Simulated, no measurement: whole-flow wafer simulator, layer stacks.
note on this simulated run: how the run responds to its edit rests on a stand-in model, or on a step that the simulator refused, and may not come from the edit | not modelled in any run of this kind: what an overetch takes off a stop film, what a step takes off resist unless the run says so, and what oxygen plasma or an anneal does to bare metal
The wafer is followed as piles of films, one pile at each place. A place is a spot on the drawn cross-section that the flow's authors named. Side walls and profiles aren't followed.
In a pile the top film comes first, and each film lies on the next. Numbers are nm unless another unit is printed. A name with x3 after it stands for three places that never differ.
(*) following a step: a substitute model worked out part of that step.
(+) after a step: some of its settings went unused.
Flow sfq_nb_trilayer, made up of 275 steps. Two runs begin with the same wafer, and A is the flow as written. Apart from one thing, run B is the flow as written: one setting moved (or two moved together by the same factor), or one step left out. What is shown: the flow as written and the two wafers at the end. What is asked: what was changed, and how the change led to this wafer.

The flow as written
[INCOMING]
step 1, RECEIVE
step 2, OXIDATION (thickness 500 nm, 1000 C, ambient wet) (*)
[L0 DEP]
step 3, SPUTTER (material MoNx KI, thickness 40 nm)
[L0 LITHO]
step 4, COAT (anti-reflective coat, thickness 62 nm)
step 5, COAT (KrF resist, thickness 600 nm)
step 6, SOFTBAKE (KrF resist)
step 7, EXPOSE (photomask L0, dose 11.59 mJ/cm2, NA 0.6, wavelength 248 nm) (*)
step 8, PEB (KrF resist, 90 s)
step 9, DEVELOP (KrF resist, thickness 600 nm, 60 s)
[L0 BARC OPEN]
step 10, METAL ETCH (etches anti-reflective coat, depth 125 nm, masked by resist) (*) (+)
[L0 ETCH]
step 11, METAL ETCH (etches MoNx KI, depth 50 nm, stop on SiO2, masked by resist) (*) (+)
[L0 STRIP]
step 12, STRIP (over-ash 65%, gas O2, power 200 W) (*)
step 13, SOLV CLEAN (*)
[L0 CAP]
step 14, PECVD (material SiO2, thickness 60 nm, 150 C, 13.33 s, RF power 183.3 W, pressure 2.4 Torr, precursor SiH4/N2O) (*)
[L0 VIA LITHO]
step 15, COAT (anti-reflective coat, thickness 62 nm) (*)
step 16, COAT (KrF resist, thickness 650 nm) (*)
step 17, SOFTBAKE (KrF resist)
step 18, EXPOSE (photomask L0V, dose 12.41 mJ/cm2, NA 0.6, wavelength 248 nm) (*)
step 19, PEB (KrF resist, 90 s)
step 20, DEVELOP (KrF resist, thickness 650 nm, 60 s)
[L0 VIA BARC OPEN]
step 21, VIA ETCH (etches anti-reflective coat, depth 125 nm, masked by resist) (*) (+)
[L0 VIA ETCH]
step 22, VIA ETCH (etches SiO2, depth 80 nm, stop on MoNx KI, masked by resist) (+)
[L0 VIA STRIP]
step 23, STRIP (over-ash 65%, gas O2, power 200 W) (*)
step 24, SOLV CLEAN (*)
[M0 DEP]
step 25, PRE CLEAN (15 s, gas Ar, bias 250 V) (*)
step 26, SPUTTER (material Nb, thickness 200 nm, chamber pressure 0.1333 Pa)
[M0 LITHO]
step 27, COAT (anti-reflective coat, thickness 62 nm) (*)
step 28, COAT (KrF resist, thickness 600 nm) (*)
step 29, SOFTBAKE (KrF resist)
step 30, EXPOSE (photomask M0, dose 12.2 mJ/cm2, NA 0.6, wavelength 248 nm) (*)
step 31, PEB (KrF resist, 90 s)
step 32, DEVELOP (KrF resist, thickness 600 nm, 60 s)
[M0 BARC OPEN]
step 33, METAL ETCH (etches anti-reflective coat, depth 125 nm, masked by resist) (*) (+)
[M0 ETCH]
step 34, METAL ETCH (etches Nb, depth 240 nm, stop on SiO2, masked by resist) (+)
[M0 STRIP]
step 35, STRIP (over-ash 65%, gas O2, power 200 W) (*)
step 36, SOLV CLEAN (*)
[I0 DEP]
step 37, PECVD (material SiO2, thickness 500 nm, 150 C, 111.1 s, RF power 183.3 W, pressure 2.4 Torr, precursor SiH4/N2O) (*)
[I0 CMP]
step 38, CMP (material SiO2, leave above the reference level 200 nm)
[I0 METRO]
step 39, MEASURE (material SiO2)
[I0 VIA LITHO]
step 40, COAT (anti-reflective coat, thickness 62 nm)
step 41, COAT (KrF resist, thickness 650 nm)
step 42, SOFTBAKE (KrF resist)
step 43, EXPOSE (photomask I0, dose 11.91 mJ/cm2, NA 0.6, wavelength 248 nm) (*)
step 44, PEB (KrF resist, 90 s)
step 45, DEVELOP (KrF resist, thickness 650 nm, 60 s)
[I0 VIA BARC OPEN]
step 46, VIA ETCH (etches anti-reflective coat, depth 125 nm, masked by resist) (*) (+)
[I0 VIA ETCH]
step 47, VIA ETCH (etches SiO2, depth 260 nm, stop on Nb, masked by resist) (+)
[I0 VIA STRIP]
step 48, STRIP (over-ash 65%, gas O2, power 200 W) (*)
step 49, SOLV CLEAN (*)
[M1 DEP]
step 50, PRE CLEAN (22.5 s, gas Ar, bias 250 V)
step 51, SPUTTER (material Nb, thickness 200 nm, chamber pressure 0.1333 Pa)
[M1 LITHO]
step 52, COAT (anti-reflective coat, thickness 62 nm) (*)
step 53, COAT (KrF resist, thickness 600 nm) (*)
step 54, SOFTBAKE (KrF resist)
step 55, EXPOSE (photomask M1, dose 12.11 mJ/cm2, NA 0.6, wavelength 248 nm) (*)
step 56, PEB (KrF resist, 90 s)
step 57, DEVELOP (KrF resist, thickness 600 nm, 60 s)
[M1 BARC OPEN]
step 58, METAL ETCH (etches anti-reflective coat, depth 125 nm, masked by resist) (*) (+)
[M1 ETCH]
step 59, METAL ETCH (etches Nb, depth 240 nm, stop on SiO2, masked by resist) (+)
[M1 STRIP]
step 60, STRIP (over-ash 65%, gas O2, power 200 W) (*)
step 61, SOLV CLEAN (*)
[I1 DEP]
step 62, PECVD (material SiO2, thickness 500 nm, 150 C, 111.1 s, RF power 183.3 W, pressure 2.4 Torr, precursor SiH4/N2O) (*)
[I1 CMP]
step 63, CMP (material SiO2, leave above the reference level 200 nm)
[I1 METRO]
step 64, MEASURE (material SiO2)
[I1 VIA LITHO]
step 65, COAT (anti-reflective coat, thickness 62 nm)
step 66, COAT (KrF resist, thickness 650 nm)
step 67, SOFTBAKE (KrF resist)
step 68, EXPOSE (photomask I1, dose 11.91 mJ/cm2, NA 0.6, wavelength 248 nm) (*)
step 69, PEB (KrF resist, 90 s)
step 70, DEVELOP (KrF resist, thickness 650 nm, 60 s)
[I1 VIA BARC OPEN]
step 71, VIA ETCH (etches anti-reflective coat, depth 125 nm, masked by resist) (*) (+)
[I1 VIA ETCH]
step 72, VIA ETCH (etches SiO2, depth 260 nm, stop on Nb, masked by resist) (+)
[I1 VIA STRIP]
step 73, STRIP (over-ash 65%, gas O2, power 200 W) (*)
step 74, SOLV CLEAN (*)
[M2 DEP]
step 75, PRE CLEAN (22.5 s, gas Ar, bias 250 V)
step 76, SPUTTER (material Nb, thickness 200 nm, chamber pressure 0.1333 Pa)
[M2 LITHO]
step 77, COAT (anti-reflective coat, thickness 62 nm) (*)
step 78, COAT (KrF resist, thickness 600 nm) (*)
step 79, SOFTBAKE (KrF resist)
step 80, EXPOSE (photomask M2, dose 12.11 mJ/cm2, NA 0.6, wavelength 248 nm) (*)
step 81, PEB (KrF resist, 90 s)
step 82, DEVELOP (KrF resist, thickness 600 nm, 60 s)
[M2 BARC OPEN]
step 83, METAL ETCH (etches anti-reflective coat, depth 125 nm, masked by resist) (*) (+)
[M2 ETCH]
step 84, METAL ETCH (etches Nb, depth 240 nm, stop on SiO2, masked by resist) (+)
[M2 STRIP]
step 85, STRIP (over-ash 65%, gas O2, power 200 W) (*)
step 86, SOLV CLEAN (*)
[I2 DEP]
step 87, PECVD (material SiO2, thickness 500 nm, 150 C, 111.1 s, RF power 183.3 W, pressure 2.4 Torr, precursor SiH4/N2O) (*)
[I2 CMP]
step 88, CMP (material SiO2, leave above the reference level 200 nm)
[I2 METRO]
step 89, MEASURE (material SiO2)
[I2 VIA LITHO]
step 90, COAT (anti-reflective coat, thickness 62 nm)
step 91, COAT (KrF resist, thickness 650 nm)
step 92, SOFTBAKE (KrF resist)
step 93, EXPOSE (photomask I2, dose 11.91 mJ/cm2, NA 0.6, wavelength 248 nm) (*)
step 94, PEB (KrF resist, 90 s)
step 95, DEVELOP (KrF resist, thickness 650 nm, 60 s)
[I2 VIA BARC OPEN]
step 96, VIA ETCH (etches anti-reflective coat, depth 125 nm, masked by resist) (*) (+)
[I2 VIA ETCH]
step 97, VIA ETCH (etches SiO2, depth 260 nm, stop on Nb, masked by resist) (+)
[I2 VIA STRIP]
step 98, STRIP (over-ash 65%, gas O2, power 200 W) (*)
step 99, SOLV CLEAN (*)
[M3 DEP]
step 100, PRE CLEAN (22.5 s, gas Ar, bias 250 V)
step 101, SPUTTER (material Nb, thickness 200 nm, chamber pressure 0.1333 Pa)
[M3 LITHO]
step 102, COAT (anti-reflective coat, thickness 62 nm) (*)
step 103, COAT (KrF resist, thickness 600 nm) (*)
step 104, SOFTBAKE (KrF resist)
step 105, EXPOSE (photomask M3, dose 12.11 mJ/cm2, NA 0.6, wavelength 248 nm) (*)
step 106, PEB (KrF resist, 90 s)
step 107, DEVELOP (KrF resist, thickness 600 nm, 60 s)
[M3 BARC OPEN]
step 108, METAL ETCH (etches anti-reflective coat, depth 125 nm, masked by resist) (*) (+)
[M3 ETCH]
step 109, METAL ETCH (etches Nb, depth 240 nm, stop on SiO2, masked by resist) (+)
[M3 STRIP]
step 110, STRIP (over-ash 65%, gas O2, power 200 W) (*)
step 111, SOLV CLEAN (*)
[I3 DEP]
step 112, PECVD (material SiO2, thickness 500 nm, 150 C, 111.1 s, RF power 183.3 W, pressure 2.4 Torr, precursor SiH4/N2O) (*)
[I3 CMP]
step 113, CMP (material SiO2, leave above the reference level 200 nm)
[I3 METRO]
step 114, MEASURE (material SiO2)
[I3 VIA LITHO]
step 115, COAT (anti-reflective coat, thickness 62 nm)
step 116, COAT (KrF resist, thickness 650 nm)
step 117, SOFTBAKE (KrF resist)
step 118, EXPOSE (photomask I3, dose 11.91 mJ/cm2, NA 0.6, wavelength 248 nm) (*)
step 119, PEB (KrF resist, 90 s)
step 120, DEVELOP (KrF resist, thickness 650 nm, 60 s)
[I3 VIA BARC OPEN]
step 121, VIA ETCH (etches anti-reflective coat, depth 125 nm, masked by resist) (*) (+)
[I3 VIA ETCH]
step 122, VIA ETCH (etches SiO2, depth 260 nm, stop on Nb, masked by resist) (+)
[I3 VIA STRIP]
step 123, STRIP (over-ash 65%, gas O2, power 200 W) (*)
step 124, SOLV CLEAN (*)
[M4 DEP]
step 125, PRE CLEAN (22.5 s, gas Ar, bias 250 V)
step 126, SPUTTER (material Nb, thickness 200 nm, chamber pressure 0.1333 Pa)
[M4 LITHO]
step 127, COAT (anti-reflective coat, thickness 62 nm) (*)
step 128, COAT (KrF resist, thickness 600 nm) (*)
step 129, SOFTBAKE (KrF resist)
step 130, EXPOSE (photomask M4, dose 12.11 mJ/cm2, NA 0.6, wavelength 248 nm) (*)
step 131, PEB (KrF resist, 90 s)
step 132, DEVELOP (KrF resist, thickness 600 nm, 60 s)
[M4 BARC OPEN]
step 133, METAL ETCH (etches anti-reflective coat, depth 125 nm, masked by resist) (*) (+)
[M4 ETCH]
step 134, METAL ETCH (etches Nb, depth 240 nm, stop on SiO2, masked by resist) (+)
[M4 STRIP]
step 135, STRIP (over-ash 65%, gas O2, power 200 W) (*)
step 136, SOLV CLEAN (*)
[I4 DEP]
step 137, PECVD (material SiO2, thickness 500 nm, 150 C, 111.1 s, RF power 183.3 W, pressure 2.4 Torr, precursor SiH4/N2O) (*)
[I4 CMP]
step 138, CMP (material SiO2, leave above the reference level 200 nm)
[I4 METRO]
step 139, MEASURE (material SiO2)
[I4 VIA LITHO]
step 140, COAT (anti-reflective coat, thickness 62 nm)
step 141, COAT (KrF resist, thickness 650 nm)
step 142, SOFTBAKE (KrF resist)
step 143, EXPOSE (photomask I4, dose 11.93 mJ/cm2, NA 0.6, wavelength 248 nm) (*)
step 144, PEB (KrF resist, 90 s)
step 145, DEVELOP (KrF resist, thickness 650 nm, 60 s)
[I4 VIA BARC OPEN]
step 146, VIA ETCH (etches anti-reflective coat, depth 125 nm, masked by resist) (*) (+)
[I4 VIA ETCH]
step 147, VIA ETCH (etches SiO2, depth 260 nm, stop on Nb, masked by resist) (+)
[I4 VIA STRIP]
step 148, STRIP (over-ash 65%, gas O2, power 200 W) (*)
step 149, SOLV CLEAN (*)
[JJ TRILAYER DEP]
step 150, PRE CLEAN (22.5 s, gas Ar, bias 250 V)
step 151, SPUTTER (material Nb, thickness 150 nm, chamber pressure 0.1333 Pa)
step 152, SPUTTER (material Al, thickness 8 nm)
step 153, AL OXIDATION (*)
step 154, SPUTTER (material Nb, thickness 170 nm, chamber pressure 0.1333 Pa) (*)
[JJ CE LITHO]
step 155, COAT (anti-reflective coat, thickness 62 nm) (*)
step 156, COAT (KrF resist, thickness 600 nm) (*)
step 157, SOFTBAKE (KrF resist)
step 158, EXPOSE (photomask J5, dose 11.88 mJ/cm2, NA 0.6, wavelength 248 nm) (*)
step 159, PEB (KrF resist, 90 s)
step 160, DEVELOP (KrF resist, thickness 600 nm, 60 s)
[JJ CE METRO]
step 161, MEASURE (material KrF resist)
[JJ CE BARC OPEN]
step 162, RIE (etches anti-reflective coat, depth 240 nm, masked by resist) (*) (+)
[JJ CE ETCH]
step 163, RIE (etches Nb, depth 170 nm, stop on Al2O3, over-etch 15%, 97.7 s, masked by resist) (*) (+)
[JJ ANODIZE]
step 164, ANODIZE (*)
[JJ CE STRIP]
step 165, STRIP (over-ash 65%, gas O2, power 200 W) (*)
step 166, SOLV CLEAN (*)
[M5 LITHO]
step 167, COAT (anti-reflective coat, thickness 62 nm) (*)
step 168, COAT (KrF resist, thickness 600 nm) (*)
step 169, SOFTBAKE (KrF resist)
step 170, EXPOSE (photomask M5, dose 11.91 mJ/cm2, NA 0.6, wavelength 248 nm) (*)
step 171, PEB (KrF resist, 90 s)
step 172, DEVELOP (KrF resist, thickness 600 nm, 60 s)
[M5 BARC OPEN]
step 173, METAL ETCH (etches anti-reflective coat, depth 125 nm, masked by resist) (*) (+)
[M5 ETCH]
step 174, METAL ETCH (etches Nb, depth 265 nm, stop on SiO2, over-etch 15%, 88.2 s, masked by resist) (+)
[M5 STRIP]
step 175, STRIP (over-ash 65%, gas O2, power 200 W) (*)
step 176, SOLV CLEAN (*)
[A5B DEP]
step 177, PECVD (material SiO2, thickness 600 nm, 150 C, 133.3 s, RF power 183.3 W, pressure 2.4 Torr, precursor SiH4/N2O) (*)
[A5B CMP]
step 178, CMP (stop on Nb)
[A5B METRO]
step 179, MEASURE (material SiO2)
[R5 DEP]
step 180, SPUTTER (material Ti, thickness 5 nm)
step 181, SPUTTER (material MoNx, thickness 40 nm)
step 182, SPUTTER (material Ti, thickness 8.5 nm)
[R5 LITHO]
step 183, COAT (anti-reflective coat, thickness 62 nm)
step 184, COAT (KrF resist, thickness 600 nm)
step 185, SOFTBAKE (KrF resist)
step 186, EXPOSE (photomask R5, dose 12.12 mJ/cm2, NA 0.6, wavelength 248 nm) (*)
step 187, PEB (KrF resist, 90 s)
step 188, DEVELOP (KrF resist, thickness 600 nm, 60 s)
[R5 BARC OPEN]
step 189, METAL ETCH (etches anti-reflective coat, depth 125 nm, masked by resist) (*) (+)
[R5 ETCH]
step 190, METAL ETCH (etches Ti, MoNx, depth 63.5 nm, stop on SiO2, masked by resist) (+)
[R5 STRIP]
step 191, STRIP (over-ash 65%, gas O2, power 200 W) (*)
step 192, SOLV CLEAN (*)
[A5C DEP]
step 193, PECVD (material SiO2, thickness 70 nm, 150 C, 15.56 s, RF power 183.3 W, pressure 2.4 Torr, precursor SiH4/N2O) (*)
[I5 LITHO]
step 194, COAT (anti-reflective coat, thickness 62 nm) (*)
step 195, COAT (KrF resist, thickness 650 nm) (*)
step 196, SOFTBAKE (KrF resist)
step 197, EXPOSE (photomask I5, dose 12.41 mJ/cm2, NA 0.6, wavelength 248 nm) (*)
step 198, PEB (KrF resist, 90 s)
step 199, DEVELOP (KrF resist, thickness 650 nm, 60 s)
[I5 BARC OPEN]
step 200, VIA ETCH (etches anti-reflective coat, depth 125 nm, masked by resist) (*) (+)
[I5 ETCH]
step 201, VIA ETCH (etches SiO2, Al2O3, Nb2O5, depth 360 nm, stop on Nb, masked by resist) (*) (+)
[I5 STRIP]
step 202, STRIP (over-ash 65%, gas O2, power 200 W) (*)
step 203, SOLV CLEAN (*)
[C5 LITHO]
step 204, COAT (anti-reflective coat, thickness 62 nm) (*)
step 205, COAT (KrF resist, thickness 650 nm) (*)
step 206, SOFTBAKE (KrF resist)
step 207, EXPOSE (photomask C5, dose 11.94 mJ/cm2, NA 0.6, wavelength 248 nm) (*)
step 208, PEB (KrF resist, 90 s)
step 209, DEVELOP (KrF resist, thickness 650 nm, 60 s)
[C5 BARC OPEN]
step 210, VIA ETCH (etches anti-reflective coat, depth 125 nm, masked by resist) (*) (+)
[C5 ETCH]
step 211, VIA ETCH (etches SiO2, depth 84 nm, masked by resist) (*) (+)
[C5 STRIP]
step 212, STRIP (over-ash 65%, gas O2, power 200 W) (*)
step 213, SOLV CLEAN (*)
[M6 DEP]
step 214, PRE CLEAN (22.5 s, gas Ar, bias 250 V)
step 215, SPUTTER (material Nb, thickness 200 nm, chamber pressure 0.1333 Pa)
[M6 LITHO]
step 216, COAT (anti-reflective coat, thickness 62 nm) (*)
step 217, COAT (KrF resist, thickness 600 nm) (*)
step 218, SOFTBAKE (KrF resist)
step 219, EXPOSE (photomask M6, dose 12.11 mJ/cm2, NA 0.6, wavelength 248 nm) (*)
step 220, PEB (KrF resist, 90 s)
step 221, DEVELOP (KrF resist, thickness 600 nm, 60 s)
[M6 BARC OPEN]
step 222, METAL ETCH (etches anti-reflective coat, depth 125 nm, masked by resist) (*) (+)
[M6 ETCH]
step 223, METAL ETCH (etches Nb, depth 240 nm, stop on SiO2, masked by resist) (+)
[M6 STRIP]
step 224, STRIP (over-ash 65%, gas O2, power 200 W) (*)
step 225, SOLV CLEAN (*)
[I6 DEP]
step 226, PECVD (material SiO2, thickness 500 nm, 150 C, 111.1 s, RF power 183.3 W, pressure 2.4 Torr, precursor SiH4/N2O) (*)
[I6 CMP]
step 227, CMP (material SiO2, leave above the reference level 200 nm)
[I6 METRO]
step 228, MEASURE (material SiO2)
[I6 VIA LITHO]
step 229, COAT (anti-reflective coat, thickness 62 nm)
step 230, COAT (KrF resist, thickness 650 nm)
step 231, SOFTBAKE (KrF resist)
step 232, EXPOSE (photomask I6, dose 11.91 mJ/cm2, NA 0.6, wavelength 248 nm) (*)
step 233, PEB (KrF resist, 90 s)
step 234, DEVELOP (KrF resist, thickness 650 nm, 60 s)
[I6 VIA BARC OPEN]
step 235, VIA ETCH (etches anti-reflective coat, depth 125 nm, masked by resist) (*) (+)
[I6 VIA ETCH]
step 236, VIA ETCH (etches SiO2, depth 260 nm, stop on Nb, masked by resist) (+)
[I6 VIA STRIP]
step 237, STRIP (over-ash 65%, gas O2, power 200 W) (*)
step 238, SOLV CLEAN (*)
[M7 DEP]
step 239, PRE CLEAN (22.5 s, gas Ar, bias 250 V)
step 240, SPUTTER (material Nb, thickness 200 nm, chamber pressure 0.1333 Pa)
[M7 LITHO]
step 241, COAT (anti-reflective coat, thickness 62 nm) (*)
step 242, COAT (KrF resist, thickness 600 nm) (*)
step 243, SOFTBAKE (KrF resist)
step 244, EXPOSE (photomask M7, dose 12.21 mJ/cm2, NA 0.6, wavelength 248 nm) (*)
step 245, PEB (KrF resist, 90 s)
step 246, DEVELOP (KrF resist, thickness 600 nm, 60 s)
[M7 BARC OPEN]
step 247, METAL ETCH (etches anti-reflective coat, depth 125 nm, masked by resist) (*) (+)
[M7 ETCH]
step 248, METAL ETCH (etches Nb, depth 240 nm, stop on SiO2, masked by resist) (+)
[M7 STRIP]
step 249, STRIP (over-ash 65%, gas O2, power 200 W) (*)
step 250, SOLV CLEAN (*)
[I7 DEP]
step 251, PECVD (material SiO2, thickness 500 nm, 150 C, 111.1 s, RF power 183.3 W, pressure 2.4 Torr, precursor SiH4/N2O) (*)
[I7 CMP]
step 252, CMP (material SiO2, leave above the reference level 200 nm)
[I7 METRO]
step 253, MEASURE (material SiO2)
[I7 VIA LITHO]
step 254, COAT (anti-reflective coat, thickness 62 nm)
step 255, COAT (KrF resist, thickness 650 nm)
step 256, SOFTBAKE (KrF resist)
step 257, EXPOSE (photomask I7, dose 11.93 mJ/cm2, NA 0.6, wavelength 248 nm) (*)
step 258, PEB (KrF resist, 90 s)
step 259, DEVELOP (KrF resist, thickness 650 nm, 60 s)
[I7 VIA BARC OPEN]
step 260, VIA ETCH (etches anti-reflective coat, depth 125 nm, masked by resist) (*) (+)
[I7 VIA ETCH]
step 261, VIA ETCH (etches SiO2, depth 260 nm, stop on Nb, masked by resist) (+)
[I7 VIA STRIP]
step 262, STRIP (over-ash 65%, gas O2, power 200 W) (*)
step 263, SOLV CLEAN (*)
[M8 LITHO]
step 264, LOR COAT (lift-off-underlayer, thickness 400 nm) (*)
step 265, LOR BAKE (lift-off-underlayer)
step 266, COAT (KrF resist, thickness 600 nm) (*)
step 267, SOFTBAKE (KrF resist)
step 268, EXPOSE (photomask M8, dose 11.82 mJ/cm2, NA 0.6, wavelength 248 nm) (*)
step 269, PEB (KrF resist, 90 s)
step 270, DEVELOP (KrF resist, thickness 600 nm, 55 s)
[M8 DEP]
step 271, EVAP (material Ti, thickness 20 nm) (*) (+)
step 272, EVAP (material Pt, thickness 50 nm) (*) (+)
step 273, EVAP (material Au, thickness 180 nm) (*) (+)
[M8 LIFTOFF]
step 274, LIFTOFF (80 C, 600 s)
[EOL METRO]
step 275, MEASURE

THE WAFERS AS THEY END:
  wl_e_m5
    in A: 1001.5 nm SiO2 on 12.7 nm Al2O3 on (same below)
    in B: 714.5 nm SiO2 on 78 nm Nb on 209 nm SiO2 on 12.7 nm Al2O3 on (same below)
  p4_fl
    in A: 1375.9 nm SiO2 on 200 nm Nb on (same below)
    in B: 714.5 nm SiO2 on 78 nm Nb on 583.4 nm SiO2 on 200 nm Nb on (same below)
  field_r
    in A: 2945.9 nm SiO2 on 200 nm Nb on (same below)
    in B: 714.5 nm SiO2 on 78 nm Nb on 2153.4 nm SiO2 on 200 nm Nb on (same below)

Cause: step 223, METAL ETCH: depth 122 nm was run, though the flow has depth 240 nm.

Step by step, how the change led to this:
  step 223, METAL ETCH (etches Nb, depth 240 nm, stop on SiO2, masked by resist) (+)
      field_l, gap, moat and 76 more: A -200 Nb (all of it) | B -122 Nb
      v_sur, via_wl, via_w and 24 more: A -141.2 KrF resist | B -71.8 KrF resist
  step 224, STRIP (over-ash 65%, gas O2, power 200 W) (*)
      wl_j_sl, wl_j_sr: A -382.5 KrF resist (all of it), -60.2 anti-reflective coat (all of it) | B -451.9 KrF resist (all of it), -60.2 anti-reflective coat (all of it)
      wl_c_m6, wl_f_m6: A -382.3 KrF resist (all of it), -62 anti-reflective coat (all of it) | B -451.7 KrF resist (all of it), -62 anti-reflective coat (all of it)
      (and at 23 other places as well)
  step 226, PECVD (material SiO2, thickness 500 nm, 150 C, 111.1 s, RF power 183.3 W, pressure 2.4 Torr, precursor SiH4/N2O) (*)
      field_l, p4_fl, p4_fm and 62 more: A +500 SiO2 | B +500 SiO2 (new film)
      moat, field_r, lsp_l, ln_m5, lsp_m: A +493.6 SiO2 | B +500 SiO2 (new film)
      (and at 9 other places as well)
  step 227, CMP (material SiO2, leave above the reference level 200 nm)
      field_l, p4_fl, p4_fm and 59 more: A -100 SiO2 | B -178 SiO2
      moat, field_r, lsp_l, ln_m5, lsp_m: A -93.6 SiO2 | B -178 SiO2
      (and at 12 other places as well)
With metal films that touch counted as one body, wl_e_m5 has 7 bodies (between them, from the top down: SiO2 209 / Al2O3 12.7 / Nb2O5 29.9; SiO2 192.5; SiO2 192.5; SiO2 192.5; SiO2 192.5; SiO2 192.5); the flow as written gives 6 bodies (between them, from the top down: SiO2 192.5; SiO2 192.5; SiO2 192.5; SiO2 192.5; SiO2 192.5).
With metal films that touch counted as one body, p4_fl has 3 bodies (between them, from the top down: SiO2 583.4; SiO2 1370); the flow as written gives 2 bodies (between them, from the top down: SiO2 1370).
With metal films that touch counted as one body, field_r has 2 bodies (between them, from the top down: SiO2 2153.4); the flow as written gives 1 body.
